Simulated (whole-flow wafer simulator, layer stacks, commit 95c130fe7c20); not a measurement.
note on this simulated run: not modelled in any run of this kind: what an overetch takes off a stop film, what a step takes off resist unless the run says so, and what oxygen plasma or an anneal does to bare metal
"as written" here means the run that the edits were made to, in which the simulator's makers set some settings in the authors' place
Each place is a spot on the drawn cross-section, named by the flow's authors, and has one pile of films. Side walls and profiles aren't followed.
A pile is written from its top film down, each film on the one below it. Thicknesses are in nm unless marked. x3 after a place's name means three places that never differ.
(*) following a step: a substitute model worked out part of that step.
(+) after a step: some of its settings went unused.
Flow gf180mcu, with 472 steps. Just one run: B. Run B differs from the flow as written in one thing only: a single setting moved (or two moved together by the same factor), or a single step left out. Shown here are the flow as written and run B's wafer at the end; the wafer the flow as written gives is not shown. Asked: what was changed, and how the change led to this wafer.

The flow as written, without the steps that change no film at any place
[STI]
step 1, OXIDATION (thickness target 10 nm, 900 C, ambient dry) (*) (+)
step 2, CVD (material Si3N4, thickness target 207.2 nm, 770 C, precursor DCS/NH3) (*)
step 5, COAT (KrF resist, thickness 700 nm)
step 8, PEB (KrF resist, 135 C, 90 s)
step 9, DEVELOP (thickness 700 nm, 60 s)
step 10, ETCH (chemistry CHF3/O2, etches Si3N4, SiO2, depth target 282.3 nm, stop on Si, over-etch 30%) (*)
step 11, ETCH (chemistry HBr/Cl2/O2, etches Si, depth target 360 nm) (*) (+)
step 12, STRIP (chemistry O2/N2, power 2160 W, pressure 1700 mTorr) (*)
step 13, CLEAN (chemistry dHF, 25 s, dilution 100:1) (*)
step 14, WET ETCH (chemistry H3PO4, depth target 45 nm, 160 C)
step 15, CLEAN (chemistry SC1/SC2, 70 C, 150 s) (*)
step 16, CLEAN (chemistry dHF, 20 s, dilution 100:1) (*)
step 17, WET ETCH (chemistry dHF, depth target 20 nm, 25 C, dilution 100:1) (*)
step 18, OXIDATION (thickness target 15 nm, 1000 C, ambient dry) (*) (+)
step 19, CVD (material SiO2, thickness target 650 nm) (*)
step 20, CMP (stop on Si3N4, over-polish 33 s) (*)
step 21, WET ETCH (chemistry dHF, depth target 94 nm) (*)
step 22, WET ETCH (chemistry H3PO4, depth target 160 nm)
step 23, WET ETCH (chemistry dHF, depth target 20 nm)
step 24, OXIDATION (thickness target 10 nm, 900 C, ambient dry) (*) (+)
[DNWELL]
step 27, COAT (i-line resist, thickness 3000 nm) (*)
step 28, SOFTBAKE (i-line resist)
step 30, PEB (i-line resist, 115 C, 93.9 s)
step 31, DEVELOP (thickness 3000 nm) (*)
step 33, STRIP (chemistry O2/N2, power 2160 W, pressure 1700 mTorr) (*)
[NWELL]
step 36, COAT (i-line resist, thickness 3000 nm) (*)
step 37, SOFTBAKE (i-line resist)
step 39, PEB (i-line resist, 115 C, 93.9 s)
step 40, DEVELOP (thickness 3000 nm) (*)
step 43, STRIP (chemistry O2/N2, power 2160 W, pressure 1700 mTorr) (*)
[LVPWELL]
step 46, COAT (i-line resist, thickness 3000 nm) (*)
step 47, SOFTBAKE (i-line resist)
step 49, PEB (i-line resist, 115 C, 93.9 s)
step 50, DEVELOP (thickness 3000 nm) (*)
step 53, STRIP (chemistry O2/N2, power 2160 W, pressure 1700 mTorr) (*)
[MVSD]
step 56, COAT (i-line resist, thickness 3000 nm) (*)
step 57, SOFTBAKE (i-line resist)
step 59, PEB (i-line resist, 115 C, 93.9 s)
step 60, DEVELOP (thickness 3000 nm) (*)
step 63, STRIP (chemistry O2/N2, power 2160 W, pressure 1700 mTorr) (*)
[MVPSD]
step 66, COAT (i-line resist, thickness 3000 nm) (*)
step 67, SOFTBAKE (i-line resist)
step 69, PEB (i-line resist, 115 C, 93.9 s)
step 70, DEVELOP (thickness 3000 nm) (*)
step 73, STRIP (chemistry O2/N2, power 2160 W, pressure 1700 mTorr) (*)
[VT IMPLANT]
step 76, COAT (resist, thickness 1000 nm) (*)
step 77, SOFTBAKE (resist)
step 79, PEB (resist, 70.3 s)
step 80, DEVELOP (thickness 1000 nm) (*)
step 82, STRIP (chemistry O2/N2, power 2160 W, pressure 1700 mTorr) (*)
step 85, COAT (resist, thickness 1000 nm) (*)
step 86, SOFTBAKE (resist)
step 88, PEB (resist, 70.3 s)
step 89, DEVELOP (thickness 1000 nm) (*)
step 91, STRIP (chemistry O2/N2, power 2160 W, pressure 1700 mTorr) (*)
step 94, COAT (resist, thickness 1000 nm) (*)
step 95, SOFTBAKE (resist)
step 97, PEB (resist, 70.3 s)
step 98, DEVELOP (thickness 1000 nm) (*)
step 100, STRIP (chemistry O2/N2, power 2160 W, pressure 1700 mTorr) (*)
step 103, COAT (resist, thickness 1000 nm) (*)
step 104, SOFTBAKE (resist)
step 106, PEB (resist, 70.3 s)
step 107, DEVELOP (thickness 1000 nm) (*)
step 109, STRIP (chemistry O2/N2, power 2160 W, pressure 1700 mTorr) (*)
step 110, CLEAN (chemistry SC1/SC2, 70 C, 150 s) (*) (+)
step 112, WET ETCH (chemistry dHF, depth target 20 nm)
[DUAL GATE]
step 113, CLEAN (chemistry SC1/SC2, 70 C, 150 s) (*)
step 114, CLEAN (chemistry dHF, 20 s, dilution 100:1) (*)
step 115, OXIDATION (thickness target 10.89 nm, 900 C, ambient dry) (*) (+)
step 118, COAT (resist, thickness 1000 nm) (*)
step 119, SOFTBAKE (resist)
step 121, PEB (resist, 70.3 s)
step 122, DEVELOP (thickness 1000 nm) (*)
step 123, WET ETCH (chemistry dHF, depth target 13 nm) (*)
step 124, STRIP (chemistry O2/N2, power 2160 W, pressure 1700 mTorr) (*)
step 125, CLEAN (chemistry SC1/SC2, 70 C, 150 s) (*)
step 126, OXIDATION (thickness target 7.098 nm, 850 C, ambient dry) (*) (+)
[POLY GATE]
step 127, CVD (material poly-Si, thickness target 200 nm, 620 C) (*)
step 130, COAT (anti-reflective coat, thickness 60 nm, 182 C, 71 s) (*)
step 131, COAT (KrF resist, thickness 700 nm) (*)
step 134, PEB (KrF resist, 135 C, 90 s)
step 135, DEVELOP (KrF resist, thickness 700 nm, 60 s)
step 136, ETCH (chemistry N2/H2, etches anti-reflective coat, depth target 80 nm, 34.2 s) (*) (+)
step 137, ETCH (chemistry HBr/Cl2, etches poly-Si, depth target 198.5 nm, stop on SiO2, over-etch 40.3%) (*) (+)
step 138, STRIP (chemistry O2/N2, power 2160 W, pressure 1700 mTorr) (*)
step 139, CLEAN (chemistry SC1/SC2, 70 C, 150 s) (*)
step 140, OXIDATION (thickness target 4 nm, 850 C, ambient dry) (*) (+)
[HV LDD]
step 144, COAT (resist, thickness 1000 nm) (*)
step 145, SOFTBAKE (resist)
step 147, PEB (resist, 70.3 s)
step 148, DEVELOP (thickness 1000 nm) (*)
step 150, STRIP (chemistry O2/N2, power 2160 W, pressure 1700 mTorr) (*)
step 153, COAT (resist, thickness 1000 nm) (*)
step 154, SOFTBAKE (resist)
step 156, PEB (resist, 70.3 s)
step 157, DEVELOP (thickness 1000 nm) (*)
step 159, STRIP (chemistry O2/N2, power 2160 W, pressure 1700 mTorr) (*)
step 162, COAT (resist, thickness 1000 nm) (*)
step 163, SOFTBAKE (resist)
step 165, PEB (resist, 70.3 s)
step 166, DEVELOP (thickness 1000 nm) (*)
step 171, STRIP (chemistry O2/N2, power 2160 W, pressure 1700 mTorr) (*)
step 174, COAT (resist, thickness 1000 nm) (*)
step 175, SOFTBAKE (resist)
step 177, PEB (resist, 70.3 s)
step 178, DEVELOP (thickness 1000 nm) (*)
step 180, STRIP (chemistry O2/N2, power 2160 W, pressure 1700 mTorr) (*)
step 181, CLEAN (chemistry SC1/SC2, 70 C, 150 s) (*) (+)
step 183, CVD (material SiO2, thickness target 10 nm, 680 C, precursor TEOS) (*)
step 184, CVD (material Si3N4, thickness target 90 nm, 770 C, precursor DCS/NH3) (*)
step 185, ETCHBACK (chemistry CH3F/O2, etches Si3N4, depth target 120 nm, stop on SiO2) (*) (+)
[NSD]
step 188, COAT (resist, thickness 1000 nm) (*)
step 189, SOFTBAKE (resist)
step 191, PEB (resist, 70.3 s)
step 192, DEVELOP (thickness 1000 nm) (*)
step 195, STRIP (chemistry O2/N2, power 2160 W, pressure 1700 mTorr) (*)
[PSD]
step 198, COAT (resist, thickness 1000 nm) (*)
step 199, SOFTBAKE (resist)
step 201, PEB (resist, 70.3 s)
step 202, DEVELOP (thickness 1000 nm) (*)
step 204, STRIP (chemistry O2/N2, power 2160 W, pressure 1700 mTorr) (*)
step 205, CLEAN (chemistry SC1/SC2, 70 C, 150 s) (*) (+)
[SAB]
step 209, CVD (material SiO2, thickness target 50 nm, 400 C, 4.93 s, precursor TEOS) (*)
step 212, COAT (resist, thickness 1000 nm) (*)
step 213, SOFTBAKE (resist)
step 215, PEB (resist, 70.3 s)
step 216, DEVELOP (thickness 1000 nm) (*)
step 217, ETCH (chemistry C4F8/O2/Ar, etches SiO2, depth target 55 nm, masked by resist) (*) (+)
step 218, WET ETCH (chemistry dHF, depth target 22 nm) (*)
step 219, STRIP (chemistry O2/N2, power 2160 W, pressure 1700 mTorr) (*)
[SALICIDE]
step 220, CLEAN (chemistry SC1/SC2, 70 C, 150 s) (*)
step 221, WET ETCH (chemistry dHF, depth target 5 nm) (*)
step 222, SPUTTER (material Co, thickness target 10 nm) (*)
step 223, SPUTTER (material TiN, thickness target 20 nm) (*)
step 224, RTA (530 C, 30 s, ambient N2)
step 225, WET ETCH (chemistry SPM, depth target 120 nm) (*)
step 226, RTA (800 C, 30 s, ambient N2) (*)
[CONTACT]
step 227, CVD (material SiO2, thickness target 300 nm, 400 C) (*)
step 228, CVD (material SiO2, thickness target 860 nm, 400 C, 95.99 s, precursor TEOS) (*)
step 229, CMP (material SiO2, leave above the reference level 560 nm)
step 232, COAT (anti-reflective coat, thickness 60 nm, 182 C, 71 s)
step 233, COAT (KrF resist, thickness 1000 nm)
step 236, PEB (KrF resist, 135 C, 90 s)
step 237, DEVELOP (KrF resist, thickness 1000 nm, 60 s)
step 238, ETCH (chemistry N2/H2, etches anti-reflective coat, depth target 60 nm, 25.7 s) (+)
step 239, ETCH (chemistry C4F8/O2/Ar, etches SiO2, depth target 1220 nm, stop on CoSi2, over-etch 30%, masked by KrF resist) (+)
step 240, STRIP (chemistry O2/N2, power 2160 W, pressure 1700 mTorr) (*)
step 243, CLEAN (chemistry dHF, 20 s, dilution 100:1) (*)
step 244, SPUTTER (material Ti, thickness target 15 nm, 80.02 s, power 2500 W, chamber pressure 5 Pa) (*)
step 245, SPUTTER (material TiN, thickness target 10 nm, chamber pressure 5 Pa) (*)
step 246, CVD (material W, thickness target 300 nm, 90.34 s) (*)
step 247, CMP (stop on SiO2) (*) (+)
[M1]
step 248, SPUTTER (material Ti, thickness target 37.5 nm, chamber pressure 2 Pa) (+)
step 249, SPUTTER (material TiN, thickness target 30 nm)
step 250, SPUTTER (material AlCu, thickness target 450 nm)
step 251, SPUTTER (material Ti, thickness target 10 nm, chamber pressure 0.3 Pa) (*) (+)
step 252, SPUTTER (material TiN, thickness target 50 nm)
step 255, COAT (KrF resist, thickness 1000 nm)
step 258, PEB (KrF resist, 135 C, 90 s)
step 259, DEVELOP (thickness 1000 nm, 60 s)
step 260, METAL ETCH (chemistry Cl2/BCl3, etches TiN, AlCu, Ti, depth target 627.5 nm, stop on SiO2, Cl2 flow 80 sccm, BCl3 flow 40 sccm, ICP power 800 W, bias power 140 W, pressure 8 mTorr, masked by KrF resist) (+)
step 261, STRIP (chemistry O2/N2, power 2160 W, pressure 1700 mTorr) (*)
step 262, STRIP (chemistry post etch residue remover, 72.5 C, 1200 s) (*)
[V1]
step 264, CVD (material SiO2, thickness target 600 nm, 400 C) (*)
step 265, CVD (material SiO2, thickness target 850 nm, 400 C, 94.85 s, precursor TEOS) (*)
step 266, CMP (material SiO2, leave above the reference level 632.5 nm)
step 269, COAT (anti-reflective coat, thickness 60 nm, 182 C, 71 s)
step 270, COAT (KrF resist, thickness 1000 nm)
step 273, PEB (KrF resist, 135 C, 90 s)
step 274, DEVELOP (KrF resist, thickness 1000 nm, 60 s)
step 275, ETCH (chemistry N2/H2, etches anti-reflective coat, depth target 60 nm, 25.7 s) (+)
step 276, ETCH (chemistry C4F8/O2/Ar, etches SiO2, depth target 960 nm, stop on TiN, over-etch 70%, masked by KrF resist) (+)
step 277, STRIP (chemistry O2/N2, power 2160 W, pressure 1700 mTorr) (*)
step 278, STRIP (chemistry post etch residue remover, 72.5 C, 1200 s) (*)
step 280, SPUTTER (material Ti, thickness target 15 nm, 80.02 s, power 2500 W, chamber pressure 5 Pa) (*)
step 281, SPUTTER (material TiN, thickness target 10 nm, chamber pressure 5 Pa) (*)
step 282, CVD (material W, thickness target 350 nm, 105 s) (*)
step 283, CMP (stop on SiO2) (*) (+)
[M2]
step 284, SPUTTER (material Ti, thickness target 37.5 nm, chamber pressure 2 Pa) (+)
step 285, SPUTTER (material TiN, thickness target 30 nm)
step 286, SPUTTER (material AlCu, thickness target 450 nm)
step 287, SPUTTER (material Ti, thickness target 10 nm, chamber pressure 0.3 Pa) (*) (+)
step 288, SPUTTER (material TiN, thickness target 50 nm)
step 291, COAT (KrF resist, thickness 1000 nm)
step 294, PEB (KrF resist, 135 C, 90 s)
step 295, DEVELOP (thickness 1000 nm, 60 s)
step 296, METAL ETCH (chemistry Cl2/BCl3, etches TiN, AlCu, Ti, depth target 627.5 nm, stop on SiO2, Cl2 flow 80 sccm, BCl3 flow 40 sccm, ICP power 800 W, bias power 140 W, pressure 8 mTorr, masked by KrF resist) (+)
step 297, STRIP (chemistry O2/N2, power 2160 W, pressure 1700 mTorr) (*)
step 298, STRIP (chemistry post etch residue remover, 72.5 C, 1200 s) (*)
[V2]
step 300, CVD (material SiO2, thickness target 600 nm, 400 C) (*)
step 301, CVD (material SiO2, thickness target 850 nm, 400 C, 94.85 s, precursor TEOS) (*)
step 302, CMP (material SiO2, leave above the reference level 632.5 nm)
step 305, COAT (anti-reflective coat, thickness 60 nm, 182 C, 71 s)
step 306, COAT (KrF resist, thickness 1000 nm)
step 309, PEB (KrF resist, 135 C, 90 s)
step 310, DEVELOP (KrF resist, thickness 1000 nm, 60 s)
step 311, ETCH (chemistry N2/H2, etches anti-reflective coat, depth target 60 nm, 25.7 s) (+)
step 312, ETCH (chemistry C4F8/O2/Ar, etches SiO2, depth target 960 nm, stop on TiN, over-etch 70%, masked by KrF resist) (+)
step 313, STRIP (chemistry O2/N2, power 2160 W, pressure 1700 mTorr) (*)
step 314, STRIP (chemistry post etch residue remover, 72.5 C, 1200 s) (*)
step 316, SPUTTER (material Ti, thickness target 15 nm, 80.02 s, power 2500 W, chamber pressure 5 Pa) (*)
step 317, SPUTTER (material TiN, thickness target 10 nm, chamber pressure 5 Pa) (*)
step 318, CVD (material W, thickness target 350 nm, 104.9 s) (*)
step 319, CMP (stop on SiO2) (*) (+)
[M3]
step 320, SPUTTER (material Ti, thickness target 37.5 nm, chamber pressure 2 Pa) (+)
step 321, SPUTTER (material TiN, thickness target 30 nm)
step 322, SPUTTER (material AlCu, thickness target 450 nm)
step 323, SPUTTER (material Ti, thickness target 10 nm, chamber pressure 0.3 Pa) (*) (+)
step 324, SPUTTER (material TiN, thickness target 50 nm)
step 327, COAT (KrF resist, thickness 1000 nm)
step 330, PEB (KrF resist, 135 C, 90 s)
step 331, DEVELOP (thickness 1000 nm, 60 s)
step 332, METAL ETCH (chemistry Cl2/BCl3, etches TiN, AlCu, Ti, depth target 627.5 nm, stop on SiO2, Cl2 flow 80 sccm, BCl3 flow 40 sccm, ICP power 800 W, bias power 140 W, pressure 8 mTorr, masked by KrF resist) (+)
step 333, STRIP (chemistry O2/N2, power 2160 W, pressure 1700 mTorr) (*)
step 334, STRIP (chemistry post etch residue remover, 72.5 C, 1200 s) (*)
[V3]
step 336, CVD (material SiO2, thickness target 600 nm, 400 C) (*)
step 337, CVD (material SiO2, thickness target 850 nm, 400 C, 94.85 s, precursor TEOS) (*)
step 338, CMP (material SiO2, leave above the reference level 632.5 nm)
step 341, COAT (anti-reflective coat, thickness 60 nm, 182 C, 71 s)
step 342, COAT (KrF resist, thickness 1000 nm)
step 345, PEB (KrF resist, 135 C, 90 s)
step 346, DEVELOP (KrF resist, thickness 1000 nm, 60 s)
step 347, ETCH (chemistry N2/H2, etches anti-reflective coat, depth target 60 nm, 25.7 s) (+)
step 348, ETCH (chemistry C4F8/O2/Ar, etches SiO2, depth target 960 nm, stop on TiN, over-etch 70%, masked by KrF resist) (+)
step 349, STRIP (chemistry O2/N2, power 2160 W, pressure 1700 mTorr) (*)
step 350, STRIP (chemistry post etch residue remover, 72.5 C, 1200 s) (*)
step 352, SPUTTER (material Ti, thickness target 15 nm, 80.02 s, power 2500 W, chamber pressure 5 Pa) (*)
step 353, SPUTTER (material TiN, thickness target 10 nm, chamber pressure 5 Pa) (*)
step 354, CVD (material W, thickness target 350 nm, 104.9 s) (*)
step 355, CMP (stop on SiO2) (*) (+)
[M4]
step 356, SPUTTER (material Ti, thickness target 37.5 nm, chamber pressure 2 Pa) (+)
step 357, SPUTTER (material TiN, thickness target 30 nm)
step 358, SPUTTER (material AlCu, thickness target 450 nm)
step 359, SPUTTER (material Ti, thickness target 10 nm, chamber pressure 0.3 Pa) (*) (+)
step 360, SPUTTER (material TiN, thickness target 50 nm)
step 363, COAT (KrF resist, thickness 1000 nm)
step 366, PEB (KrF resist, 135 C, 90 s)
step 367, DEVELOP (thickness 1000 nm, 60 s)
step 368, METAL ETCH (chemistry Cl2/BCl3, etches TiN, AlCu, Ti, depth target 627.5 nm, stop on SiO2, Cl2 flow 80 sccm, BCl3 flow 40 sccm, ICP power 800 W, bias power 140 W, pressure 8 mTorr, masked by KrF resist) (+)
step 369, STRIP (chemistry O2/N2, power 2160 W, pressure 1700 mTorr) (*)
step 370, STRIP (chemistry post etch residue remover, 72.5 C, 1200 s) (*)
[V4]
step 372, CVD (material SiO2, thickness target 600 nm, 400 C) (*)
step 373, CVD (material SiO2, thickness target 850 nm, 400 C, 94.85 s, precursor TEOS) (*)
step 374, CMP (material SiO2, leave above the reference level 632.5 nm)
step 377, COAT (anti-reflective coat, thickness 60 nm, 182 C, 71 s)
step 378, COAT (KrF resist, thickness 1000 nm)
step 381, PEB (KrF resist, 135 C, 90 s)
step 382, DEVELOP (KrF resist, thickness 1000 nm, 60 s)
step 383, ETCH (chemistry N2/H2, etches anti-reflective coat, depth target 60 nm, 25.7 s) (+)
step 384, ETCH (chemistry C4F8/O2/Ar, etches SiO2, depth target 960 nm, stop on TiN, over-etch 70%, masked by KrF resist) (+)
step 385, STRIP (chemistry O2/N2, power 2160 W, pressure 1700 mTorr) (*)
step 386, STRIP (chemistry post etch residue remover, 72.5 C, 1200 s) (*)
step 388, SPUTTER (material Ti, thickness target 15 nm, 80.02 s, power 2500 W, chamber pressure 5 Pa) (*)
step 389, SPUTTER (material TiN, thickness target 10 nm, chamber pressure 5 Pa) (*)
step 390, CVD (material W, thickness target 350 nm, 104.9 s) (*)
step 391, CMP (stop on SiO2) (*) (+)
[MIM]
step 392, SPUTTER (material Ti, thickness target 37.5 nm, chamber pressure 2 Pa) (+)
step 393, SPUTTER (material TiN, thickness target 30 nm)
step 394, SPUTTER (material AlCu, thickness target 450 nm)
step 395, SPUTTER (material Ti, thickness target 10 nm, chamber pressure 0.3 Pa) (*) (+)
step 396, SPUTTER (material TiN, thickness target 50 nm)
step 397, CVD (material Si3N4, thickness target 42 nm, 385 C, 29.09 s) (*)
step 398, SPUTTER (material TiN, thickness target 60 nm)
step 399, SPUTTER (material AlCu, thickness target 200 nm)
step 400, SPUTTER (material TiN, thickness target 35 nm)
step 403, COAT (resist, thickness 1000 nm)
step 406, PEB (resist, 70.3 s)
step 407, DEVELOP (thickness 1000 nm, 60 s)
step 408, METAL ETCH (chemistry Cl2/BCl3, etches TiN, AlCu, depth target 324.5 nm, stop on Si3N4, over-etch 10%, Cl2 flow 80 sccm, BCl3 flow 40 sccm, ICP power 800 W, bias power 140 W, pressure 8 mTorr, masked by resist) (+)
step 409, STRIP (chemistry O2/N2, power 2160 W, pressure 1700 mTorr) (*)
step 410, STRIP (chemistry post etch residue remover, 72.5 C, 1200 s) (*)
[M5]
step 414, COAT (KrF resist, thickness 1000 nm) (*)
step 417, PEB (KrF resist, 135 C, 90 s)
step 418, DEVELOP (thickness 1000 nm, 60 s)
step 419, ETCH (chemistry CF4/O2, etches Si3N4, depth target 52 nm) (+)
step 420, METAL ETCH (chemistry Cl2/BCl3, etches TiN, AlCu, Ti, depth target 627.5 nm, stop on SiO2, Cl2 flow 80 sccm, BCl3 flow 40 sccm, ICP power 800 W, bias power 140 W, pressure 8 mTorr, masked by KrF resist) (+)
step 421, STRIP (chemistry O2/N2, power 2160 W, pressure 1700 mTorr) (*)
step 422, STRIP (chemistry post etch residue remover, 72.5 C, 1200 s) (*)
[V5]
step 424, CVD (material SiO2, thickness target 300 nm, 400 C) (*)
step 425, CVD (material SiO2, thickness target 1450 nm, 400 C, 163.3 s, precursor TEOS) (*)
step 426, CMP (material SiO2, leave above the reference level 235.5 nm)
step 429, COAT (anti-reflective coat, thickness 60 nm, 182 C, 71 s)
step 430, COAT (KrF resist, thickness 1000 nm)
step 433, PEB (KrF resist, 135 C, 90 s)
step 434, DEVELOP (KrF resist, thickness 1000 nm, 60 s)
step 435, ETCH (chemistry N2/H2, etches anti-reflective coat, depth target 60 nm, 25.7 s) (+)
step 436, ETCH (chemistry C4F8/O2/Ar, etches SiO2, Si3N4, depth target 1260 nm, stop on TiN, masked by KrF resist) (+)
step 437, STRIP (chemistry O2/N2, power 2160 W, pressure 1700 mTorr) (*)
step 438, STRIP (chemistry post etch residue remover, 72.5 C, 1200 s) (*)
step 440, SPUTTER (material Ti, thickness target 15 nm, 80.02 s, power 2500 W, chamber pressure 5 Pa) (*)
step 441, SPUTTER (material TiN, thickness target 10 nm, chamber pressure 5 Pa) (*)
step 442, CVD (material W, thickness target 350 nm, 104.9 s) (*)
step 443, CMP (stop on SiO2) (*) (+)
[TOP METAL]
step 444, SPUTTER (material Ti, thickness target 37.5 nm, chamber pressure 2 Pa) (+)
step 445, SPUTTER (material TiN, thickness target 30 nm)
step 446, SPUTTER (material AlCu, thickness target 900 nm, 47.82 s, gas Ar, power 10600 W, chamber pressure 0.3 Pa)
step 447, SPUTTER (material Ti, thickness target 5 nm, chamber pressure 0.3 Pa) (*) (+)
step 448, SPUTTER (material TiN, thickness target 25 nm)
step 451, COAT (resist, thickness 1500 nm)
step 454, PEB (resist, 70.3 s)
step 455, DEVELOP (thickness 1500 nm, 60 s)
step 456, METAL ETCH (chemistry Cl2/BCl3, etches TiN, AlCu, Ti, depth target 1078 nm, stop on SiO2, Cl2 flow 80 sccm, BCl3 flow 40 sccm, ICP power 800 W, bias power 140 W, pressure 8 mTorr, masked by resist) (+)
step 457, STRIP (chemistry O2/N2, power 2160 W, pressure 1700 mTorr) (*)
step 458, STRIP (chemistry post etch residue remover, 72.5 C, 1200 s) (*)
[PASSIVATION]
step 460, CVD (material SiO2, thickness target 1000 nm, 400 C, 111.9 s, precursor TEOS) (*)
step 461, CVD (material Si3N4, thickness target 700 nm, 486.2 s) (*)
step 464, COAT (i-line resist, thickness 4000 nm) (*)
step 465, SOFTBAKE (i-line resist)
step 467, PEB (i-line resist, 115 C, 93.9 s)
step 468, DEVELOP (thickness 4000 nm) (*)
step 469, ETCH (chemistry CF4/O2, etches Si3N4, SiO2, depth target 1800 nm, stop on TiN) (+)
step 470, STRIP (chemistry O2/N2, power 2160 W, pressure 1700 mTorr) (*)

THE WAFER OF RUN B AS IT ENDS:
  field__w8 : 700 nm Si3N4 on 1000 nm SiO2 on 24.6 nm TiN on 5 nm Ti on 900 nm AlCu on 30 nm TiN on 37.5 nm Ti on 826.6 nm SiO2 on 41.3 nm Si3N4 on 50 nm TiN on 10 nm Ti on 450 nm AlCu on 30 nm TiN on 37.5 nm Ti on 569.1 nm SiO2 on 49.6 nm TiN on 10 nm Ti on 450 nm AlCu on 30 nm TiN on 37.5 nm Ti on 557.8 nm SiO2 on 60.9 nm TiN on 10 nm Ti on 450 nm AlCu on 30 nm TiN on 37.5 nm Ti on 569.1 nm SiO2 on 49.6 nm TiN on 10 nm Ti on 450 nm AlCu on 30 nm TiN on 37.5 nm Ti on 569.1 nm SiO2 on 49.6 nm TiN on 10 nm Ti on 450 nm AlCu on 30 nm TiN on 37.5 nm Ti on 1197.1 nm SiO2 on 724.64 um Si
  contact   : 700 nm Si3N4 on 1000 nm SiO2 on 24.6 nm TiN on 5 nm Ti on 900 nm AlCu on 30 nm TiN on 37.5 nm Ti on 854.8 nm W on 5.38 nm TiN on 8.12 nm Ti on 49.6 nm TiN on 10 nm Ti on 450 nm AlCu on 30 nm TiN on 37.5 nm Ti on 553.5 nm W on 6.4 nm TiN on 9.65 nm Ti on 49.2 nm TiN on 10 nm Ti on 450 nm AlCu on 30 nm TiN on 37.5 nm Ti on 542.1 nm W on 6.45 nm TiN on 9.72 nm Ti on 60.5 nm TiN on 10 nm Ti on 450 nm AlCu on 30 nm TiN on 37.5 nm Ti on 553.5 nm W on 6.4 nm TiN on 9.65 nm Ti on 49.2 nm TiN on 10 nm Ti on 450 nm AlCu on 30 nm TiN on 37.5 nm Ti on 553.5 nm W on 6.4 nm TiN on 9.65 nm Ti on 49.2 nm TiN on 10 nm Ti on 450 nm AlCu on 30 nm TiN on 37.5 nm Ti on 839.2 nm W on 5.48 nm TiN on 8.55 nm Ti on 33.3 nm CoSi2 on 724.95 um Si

Cause: step 324, SPUTTER: thickness target 61.3 nm was run, while the flow as written has thickness target 50 nm.

Step by step, how the change led to this:
  step 324, SPUTTER (material TiN, thickness target 50 nm)
      field, field__w1, field__w2 and 108 more: +61.3 TiN (new film) (as written it would have been: +50 TiN (new film))
  step 332, METAL ETCH (chemistry Cl2/BCl3, etches TiN, AlCu, Ti, depth target 627.5 nm, stop on SiO2, Cl2 flow 80 sccm, BCl3 flow 40 sccm, ICP power 800 W, bias power 140 W, pressure 8 mTorr, masked by KrF resist) (+)
      field, field__w1, field__w2 and 103 more: -61.3 TiN (all of it), -10 Ti (all of it), -450 AlCu (all of it), -30 TiN (all of it), -37.5 Ti (all of it) (as written it would have been: -50 TiN (all of it), -10 Ti (all of it), -450 AlCu (all of it), -30 TiN (all of it), -37.5 Ti (all of it))
